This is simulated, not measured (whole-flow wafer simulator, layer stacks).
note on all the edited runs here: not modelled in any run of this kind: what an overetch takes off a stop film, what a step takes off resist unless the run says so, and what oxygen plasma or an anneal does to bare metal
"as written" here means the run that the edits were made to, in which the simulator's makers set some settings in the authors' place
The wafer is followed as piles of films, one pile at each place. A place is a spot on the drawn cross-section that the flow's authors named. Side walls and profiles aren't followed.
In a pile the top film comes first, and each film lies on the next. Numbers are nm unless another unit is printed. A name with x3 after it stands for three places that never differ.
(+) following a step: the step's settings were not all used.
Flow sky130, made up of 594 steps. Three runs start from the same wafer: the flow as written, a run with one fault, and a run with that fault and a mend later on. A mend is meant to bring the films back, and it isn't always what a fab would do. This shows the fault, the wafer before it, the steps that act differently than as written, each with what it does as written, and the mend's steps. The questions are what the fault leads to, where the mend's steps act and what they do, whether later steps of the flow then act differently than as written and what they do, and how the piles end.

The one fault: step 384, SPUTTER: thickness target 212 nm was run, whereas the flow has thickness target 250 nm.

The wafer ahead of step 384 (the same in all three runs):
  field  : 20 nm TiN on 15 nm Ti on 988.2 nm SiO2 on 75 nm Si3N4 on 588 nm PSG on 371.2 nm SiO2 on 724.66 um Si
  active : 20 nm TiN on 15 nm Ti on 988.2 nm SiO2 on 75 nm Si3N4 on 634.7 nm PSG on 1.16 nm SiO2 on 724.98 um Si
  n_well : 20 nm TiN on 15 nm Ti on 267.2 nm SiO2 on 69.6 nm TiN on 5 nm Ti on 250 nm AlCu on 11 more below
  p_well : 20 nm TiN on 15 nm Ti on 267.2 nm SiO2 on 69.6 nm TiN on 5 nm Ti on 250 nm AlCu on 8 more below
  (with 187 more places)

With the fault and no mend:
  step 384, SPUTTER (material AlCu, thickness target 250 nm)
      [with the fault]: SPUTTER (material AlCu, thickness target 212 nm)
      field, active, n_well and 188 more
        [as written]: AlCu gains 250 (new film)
        [with the fault]: AlCu gains 212 (new film)
  Later steps of the flow acting differently than as written (4 other steps are not shown; they differ only slightly, by no more than 2% or 0.5 nm, whichever is larger):
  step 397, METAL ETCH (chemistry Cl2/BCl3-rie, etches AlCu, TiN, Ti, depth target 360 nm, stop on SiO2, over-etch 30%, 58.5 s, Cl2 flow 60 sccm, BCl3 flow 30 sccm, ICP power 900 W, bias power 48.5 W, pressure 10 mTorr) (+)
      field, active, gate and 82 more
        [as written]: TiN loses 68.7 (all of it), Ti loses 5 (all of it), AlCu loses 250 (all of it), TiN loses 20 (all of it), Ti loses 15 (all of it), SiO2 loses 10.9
        [with the fault]: TiN loses 68.7 (all of it), Ti loses 5 (all of it), AlCu loses 212 (all of it), TiN loses 20 (all of it), Ti loses 15 (all of it), SiO2 loses 14.7
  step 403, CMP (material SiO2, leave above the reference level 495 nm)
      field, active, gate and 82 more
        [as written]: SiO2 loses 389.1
        [with the fault]: SiO2 loses 423.3
  The piles end different from the flow's at n_well, p_well, gate_hv and 111 more by more than 2% or 0.5 nm, whichever is larger.
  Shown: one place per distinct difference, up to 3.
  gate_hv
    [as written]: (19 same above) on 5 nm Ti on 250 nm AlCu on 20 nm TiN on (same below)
    [with the fault]: (19 same above) on 5 nm Ti on 212 nm AlCu on 20 nm TiN on (same below)
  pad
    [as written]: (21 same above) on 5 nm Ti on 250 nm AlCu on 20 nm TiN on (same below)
    [with the fault]: (21 same above) on 5 nm Ti on 212 nm AlCu on 20 nm TiN on (same below)
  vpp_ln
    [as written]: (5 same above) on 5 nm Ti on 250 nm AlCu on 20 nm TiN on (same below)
    [with the fault]: (5 same above) on 5 nm Ti on 212 nm AlCu on 20 nm TiN on (same below)

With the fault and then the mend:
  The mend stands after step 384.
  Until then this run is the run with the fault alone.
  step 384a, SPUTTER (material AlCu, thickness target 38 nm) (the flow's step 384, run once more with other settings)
      field, active, n_well and 188 more
        AlCu gains 38
  Every later step of the flow that is run acts as written at every place that is followed.
  By the end, the piles equal the flow's at every place that both follow.
